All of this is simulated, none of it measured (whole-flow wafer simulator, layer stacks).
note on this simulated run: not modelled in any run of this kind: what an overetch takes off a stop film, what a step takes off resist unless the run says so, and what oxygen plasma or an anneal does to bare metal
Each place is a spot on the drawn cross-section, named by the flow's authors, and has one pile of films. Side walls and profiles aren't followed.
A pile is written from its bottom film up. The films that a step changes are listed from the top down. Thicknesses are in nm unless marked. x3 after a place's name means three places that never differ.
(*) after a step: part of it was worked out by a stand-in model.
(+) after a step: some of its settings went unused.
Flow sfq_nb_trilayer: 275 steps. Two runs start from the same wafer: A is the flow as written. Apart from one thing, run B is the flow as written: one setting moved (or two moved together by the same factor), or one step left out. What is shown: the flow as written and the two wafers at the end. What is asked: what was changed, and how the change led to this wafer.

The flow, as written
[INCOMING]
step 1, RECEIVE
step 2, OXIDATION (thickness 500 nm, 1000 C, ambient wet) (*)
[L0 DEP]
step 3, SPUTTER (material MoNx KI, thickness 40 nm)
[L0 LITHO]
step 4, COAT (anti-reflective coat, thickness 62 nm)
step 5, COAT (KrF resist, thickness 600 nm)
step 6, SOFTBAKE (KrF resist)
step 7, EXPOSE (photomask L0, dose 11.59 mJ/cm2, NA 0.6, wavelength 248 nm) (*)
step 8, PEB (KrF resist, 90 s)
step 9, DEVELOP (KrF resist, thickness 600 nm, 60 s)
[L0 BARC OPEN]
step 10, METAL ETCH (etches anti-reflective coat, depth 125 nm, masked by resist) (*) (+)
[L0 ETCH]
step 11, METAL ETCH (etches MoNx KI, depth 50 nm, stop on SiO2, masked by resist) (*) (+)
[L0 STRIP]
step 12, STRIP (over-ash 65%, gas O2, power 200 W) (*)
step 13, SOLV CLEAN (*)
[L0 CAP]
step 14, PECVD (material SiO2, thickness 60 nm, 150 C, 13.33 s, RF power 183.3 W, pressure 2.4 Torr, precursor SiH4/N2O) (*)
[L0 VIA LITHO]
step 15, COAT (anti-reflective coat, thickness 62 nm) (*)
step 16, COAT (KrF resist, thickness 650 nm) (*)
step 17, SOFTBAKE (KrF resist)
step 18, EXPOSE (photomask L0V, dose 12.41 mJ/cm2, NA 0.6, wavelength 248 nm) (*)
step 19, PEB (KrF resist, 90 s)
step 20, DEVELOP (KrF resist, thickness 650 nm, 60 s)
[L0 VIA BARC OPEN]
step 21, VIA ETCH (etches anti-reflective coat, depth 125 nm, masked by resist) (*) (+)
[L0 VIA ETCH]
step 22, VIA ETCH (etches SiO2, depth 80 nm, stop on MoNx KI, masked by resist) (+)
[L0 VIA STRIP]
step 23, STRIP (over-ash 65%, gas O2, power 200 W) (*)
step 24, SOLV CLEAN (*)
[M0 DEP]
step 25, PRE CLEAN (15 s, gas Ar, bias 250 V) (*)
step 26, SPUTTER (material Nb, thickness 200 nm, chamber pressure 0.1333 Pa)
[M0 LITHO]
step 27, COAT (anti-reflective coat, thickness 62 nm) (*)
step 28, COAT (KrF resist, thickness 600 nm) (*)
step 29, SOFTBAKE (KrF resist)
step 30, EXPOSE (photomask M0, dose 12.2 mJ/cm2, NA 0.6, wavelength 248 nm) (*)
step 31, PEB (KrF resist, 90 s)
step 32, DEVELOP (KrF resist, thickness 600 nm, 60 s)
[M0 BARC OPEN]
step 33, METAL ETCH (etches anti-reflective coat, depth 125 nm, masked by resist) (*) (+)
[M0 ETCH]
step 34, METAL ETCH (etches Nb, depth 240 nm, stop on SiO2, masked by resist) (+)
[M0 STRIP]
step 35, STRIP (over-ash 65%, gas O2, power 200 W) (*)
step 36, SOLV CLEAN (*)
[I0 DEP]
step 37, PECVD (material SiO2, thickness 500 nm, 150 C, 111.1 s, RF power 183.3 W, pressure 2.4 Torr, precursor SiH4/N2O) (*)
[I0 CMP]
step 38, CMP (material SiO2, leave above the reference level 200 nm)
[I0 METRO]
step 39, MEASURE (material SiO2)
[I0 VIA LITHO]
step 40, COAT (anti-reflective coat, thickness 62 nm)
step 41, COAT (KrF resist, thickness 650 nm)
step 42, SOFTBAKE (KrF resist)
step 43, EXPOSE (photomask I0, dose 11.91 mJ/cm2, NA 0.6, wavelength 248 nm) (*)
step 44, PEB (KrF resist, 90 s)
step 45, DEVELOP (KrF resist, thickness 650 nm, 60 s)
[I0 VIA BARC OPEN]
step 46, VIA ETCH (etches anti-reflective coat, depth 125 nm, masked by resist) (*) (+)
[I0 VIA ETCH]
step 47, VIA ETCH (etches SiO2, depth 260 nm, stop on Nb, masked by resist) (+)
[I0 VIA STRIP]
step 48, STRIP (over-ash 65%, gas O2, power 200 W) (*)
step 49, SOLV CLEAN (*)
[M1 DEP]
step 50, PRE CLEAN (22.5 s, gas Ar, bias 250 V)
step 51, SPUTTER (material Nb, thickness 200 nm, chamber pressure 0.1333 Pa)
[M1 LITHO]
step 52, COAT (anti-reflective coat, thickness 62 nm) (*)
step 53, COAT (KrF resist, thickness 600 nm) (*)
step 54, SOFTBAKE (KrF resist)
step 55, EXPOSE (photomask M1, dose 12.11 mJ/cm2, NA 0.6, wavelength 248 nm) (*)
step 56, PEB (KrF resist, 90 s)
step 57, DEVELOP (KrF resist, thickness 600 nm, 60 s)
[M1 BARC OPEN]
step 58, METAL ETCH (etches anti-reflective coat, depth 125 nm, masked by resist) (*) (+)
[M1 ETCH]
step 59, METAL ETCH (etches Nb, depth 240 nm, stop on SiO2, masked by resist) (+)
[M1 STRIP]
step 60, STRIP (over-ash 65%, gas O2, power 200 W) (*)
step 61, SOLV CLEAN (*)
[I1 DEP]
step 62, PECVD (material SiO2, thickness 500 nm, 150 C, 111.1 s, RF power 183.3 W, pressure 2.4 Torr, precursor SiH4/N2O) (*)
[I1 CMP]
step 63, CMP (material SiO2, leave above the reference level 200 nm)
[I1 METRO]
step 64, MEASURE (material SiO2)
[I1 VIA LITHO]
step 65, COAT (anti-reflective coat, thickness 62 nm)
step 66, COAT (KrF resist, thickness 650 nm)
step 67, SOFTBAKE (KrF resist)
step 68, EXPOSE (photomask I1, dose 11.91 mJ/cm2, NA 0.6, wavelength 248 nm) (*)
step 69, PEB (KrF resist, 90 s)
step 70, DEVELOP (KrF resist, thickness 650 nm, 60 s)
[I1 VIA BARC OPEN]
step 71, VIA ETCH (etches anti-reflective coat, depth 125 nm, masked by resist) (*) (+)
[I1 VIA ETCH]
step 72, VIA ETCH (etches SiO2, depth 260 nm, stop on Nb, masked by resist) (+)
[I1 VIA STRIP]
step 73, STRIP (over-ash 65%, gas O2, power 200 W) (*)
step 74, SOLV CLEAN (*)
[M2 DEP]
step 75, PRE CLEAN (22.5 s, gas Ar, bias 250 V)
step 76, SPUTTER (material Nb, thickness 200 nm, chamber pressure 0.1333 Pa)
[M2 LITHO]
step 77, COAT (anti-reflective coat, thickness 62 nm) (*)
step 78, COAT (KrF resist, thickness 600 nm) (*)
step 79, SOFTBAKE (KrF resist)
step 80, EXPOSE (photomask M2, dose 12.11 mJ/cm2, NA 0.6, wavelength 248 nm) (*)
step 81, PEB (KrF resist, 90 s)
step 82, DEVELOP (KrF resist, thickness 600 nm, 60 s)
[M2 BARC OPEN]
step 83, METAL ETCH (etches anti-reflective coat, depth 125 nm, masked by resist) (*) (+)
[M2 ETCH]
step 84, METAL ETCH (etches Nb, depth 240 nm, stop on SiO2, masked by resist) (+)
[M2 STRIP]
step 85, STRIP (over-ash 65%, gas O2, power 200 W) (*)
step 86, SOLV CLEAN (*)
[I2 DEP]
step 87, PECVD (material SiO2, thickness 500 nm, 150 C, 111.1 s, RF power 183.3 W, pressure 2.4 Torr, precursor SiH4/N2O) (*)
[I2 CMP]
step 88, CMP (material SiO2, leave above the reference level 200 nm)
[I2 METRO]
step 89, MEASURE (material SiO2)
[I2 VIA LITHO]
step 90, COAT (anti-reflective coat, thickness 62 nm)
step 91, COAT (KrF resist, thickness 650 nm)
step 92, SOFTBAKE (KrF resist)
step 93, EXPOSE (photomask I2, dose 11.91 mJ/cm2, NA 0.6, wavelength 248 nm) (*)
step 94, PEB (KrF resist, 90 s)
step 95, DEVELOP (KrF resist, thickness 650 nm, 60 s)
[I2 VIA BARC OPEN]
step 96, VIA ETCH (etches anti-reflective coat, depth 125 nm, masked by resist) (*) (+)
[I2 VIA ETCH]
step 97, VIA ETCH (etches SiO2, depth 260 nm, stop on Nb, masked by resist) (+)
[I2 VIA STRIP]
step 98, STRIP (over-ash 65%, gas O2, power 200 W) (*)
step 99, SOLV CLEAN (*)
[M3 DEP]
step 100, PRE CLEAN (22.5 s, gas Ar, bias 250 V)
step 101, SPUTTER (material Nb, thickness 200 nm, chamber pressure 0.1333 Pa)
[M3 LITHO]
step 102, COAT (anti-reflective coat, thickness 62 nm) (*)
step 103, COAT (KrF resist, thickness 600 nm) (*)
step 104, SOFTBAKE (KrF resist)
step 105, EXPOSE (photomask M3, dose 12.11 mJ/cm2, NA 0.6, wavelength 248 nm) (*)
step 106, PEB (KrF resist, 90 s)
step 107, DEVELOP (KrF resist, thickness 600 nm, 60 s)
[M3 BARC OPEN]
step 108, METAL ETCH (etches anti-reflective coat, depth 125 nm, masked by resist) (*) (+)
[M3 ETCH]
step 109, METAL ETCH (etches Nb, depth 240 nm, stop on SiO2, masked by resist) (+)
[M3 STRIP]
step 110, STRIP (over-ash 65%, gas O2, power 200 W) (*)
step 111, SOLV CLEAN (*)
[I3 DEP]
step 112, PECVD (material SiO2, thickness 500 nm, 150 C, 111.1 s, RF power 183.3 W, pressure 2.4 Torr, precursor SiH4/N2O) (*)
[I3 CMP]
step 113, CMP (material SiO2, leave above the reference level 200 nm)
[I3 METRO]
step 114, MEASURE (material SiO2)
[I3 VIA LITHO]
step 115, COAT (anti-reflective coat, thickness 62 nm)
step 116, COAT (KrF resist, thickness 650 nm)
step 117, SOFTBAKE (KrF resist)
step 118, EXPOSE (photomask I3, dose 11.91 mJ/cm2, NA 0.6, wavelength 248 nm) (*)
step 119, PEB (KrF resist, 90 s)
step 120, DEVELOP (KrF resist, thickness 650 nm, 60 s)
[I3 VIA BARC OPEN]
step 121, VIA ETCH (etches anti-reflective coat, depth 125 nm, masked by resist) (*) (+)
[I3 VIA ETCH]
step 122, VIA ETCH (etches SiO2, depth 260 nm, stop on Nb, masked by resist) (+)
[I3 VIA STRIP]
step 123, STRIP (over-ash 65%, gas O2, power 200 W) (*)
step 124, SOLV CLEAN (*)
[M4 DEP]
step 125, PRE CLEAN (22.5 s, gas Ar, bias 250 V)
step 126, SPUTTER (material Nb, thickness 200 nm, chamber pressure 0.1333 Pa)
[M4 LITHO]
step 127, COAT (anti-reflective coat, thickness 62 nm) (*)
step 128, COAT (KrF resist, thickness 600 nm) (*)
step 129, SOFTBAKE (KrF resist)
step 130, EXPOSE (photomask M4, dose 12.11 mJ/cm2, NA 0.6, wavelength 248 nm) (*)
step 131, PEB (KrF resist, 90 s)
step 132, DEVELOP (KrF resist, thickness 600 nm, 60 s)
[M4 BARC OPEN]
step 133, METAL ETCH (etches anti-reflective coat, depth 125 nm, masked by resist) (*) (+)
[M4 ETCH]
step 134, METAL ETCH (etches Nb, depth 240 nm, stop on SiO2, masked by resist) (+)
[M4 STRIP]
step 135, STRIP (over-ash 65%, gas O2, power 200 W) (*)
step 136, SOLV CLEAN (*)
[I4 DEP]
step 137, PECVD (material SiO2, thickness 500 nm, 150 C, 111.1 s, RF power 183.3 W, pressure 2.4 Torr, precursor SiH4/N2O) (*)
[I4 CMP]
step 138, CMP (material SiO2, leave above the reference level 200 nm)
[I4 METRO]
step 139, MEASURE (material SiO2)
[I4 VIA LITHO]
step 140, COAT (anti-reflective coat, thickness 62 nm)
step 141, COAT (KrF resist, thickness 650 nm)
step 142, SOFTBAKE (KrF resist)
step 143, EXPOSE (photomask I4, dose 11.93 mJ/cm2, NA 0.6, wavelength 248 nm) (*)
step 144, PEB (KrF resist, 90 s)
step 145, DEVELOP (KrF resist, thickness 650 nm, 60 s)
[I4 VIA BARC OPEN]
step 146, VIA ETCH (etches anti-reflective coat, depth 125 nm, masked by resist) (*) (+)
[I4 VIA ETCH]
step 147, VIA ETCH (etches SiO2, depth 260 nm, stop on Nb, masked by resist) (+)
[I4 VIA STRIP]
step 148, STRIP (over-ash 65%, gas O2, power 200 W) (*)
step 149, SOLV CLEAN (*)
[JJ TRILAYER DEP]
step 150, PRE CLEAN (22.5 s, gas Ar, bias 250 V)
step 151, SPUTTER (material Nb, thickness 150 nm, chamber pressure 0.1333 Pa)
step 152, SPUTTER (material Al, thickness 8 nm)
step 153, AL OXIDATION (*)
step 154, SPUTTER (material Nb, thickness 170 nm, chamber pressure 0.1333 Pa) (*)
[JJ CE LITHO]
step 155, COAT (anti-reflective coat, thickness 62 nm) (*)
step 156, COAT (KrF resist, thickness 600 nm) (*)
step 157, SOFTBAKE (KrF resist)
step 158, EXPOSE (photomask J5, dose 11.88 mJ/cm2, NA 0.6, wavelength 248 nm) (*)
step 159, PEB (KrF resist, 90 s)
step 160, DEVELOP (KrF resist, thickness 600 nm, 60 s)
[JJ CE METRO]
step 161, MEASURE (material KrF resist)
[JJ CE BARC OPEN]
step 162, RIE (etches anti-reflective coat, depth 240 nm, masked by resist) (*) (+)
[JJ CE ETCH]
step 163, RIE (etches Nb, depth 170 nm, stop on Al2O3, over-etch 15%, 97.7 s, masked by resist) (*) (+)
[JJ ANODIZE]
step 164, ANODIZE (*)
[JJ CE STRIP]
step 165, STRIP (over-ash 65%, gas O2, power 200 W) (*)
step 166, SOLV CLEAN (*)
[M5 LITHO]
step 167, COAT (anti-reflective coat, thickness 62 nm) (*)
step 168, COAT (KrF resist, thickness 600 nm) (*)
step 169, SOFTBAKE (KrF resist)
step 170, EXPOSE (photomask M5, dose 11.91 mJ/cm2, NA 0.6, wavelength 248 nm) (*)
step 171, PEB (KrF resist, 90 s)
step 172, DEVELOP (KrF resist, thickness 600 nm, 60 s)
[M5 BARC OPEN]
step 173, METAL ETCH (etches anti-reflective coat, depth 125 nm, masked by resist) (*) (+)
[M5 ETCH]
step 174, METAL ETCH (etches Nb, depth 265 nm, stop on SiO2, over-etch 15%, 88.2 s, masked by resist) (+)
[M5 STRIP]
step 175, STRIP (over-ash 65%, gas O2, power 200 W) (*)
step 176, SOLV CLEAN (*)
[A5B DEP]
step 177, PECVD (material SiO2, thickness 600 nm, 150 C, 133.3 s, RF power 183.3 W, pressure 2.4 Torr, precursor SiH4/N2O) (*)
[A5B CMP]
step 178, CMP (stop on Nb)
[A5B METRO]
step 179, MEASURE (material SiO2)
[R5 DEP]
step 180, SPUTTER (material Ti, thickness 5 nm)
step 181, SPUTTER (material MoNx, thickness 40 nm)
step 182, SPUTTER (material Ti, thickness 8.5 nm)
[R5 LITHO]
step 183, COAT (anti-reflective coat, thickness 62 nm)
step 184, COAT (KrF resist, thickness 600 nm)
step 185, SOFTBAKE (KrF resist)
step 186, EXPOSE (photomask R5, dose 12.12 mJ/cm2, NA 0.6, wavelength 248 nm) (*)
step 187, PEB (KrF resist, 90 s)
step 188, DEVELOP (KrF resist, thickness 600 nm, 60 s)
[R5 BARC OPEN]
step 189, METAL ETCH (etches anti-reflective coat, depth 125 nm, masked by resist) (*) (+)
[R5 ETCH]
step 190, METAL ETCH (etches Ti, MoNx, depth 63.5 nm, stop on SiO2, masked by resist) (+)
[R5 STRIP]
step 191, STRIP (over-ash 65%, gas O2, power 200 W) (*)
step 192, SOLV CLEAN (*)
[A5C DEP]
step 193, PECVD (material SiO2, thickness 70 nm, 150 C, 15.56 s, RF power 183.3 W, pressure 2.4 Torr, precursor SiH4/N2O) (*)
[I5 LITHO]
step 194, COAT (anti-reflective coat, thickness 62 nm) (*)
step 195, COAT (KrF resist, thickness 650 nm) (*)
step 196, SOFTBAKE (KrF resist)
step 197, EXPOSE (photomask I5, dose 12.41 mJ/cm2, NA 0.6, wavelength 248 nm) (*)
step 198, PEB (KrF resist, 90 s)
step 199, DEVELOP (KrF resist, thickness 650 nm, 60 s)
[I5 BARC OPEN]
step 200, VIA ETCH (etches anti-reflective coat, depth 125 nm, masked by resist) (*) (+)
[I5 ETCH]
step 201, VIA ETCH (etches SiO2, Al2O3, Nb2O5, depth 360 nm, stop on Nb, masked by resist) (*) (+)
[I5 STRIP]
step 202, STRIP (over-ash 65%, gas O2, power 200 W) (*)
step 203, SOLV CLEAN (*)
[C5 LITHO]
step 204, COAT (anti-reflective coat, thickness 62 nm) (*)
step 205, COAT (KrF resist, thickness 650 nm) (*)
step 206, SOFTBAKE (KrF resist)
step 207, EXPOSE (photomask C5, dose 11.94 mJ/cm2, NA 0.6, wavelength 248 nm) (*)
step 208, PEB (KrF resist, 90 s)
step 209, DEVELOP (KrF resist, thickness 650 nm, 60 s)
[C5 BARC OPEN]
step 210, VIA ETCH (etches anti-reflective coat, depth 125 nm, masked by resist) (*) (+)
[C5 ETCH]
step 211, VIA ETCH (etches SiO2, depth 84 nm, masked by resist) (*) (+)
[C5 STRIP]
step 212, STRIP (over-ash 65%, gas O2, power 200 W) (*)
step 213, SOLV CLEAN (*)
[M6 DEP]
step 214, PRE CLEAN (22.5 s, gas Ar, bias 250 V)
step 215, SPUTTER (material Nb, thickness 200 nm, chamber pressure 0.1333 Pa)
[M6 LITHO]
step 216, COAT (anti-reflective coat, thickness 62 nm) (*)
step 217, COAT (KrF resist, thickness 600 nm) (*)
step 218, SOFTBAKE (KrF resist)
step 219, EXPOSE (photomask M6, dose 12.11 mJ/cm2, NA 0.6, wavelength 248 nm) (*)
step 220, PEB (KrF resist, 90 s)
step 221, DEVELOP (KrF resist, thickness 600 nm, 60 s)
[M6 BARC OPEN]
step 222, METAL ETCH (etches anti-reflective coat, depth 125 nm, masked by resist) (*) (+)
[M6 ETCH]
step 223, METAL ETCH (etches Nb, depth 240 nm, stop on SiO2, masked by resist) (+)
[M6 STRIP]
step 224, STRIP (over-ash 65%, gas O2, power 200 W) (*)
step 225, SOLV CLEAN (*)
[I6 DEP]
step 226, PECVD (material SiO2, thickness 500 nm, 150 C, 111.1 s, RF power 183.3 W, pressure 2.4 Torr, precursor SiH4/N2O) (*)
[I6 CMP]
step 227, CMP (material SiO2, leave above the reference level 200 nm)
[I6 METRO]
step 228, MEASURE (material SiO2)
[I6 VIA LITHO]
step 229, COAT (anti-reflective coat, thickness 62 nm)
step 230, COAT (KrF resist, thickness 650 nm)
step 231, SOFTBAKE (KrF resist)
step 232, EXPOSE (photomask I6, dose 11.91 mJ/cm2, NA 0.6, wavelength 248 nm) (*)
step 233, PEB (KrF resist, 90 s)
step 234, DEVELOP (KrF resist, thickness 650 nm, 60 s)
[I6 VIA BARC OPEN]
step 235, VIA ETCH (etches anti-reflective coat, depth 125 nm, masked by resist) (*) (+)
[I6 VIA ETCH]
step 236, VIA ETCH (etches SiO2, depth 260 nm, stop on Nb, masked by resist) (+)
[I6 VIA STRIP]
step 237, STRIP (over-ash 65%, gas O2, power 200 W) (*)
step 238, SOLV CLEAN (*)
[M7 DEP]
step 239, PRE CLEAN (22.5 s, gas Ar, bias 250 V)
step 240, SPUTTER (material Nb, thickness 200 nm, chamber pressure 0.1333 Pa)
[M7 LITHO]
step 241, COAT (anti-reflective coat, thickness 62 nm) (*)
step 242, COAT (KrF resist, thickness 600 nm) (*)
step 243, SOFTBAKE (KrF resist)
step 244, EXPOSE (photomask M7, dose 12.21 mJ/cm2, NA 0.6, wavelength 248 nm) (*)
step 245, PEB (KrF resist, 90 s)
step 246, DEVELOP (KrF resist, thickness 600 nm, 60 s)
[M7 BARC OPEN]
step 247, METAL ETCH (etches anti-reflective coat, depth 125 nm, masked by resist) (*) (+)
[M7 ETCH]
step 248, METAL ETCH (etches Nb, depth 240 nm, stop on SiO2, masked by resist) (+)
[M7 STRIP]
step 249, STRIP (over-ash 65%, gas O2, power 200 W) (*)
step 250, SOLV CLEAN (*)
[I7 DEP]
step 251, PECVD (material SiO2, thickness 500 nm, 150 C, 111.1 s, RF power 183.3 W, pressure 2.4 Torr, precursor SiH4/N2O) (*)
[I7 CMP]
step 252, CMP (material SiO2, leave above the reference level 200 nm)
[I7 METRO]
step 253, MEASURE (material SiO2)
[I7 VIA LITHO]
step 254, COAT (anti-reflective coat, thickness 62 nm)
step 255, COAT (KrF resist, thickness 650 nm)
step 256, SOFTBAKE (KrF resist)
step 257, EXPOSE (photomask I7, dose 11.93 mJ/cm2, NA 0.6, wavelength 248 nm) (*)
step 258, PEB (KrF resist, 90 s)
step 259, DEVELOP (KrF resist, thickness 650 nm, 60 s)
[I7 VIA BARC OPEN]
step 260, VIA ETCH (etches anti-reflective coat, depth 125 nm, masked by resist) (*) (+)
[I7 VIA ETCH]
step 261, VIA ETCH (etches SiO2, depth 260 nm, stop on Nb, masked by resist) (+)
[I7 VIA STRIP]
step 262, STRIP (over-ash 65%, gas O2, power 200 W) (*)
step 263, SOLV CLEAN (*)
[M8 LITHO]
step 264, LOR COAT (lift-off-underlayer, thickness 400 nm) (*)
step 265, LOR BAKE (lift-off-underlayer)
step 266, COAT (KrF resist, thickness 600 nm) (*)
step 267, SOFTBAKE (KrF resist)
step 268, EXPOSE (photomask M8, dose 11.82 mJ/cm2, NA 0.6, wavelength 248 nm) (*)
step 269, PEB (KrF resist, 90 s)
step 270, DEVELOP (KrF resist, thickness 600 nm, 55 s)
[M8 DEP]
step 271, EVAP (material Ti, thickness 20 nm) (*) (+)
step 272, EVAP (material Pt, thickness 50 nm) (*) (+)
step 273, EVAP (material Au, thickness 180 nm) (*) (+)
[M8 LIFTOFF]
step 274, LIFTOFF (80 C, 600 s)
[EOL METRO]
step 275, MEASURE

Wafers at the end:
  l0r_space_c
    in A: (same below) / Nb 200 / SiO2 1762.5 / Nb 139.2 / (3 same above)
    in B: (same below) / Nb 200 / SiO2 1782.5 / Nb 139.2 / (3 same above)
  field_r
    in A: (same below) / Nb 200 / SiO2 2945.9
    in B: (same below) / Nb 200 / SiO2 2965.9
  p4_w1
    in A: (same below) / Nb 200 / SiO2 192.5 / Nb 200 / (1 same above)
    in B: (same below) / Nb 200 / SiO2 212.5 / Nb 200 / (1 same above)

Cause: step 113, CMP: leave above the reference level 220 nm was run, whereas the flow has leave above the reference level 200 nm.

How this came from the change, step by step:
  step 113, CMP (material SiO2, leave above the reference level 200 nm)
      field_l, be, be_sur and 64 more: A SiO2 loses 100 | B SiO2 loses 80
      v_sur, via_wl, via_wr and 27 more: A SiO2 loses 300 | B SiO2 loses 280
      (and at 9 other places as well)
  step 122, VIA ETCH (etches SiO2, depth 260 nm, stop on Nb, masked by resist) (+)
      via_v: A SiO2 loses 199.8 (all of it) | B SiO2 loses 219.8 (all of it)
  step 126, SPUTTER (material Nb, thickness 200 nm, chamber pressure 0.1333 Pa)
      via_v: A Nb gains 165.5 | B Nb gains 161.2
  step 127, COAT (anti-reflective coat, thickness 62 nm) (*)
      via_v: A anti-reflective coat gains 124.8 (new film) | B anti-reflective coat gains 129 (new film)
  step 128, COAT (KrF resist, thickness 600 nm) (*)
      via_v: A KrF resist gains 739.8 (new film) | B KrF resist gains 756.5 (new film)
  step 135, STRIP (over-ash 65%, gas O2, power 200 W) (*)
      via_v: A KrF resist loses 521.8 (all of it), anti-reflective coat loses 124.8 (all of it) | B KrF resist loses 538.5 (all of it), anti-reflective coat loses 129 (all of it)
  step 137, PECVD (material SiO2, thickness 500 nm, 150 C, 111.1 s, RF power 183.3 W, pressure 2.4 Torr, precursor SiH4/N2O) (*)
      via_v: A SiO2 gains 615 (new film) | B SiO2 gains 639.3 (new film)
